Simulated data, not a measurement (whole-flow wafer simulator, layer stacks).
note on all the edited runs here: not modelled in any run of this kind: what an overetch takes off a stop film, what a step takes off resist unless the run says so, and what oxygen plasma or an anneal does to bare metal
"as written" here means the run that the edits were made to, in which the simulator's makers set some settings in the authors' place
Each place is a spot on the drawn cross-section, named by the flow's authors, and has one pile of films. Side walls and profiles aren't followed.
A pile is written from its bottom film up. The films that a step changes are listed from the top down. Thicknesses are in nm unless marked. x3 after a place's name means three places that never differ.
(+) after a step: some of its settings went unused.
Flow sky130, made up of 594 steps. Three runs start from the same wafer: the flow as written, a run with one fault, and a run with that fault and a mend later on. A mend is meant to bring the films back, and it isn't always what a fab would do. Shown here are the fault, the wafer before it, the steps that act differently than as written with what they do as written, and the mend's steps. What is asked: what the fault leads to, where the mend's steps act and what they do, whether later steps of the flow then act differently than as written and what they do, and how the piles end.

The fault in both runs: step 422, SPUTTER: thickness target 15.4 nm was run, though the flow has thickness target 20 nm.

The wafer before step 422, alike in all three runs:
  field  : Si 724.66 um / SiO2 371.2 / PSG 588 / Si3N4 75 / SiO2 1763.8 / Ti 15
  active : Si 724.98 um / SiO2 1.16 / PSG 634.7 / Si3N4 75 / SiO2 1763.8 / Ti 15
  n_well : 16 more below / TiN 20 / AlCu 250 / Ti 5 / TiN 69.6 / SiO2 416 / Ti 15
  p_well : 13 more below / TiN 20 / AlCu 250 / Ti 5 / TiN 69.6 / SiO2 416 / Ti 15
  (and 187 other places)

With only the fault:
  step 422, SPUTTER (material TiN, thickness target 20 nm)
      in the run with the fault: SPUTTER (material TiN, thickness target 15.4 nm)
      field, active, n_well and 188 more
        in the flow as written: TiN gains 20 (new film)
        in the run with the fault: TiN gains 15.4 (new film)
  Later steps of the flow acting differently than as written (16 more steps, not shown, differ only slightly: by at most 2% or 0.5 nm, whichever is larger):
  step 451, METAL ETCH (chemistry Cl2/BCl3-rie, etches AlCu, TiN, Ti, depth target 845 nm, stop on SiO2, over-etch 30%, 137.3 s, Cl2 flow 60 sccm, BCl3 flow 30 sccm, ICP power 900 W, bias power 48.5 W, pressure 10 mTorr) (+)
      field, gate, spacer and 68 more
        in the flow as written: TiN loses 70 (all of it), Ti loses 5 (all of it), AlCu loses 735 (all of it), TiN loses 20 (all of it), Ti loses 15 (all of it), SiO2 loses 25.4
        in the run with the fault: TiN loses 70 (all of it), Ti loses 5 (all of it), AlCu loses 735 (all of it), TiN loses 15.4 (all of it), Ti loses 15 (all of it), SiO2 loses 25.8
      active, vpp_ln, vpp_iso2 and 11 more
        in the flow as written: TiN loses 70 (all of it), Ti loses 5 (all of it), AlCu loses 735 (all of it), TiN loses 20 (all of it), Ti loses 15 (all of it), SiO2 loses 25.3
        in the run with the fault: TiN loses 70 (all of it), Ti loses 5 (all of it), AlCu loses 735 (all of it), TiN loses 15.4 (all of it), Ti loses 15 (all of it), SiO2 loses 25.8
  At n_well, p_well, gate_hv and 104 more, the piles at the end differ from the flow's by more than 2% or 0.5 nm, whichever is larger.
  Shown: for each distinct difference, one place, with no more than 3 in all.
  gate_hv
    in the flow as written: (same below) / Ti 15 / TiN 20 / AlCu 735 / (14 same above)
    in the run with the fault: (same below) / Ti 15 / TiN 15.4 / AlCu 735 / (14 same above)
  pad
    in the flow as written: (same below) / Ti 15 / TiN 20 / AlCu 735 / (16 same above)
    in the run with the fault: (same below) / Ti 15 / TiN 15.4 / AlCu 735 / (16 same above)
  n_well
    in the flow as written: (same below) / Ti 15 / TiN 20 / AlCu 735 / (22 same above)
    in the run with the fault: (same below) / Ti 15 / TiN 15.4 / AlCu 735 / (22 same above)

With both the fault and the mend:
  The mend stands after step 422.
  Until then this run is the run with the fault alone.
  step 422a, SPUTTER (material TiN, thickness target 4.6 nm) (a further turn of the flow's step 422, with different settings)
      field, active, n_well and 188 more
        TiN gains 4.6
  Later steps of the flow that are run all act as written at every place that is followed.
  At every place that both follow, the piles at the end match the flow's.
